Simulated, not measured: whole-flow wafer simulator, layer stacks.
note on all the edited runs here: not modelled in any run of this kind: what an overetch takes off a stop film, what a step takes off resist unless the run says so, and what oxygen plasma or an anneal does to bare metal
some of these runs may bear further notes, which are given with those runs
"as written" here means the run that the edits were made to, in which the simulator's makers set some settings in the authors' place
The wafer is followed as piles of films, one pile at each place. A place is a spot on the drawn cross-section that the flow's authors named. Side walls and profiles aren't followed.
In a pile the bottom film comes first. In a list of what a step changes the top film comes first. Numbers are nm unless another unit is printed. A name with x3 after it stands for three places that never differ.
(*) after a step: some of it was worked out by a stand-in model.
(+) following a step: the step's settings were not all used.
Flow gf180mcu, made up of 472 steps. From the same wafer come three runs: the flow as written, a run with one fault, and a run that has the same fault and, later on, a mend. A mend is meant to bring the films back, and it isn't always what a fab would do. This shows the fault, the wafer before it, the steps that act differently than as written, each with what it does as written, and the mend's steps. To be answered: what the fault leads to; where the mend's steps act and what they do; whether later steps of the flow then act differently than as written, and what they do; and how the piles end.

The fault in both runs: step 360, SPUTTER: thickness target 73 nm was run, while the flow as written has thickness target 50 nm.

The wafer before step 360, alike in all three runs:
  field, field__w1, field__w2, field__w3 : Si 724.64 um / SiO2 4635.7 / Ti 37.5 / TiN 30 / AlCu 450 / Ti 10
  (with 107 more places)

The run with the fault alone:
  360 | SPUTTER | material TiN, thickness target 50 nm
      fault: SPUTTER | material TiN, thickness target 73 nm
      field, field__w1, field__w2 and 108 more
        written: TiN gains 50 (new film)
        fault: TiN gains 73 (new film)
  Later steps of the flow acting differently than as written (3 other steps are not shown; they differ only slightly, by no more than 2% or 0.5 nm, whichever is larger):
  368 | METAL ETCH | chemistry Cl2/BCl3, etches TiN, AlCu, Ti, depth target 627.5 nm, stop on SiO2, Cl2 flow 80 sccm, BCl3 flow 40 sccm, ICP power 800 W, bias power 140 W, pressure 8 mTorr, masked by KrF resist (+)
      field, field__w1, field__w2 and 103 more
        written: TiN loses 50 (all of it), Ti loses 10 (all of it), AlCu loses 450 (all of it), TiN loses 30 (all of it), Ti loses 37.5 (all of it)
        fault: TiN loses 73 (all of it), Ti loses 10 (all of it), AlCu loses 450 (all of it), TiN loses 30 (all of it), Ti loses 37.5 (all of it)
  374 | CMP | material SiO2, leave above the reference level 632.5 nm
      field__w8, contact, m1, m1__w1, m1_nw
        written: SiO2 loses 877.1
        fault: SiO2 loses 900.1
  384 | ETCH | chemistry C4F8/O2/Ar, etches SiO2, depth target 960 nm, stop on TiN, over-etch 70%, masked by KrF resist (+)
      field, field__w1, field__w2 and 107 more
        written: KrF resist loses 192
        fault: KrF resist loses 186.8
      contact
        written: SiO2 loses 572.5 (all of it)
        fault: SiO2 loses 549.5 (all of it)
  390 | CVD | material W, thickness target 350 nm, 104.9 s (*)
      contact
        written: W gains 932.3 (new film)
        fault: W gains 909.1 (new film)
  The piles end different from the flow's at field__w8, contact, m1, m1__w1, m1_nw by more than 2% or 0.5 nm, whichever is larger.
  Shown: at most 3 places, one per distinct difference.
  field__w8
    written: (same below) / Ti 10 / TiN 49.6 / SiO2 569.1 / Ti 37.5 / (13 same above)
    fault: (same below) / Ti 10 / TiN 72.6 / SiO2 546.1 / Ti 37.5 / (13 same above)
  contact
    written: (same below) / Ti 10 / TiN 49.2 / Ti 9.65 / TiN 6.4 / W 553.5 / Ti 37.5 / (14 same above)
    fault: (same below) / Ti 10 / TiN 72.2 / Ti 9.78 / TiN 6.49 / W 530.3 / Ti 37.5 / (14 same above)

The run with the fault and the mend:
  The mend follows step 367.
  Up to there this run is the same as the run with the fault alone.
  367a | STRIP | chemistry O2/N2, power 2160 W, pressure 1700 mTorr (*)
      field__w8, contact, m1, m1__w1, m1_nw
        KrF resist loses 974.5 (all of it)
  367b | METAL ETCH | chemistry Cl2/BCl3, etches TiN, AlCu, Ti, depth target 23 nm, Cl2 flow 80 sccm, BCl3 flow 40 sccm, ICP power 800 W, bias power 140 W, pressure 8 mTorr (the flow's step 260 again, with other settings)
      field, field__w1, field__w2 and 108 more
        TiN loses 23
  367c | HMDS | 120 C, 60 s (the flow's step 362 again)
      does not change any film at any place that is followed
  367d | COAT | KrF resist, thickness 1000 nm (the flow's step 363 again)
      field, field__w1, field__w2 and 108 more
        KrF resist gains 1000 (new film)
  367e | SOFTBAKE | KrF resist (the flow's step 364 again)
      does not change any film at any place that is followed
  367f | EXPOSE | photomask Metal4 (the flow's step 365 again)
      does not change any film at any place that is followed
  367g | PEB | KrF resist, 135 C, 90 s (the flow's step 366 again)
      field, field__w1, field__w2 and 108 more
        KrF resist loses 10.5
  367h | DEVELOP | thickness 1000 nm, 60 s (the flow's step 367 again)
      field, field__w1, field__w2 and 103 more
        KrF resist loses 989.5 (all of it)
      field__w8, contact, m1, m1__w1, m1_nw
        KrF resist loses 14.9
  Later steps of the flow that are run all act as written at every place that is followed.
  By the end, the piles equal the flow's at every place that both follow.
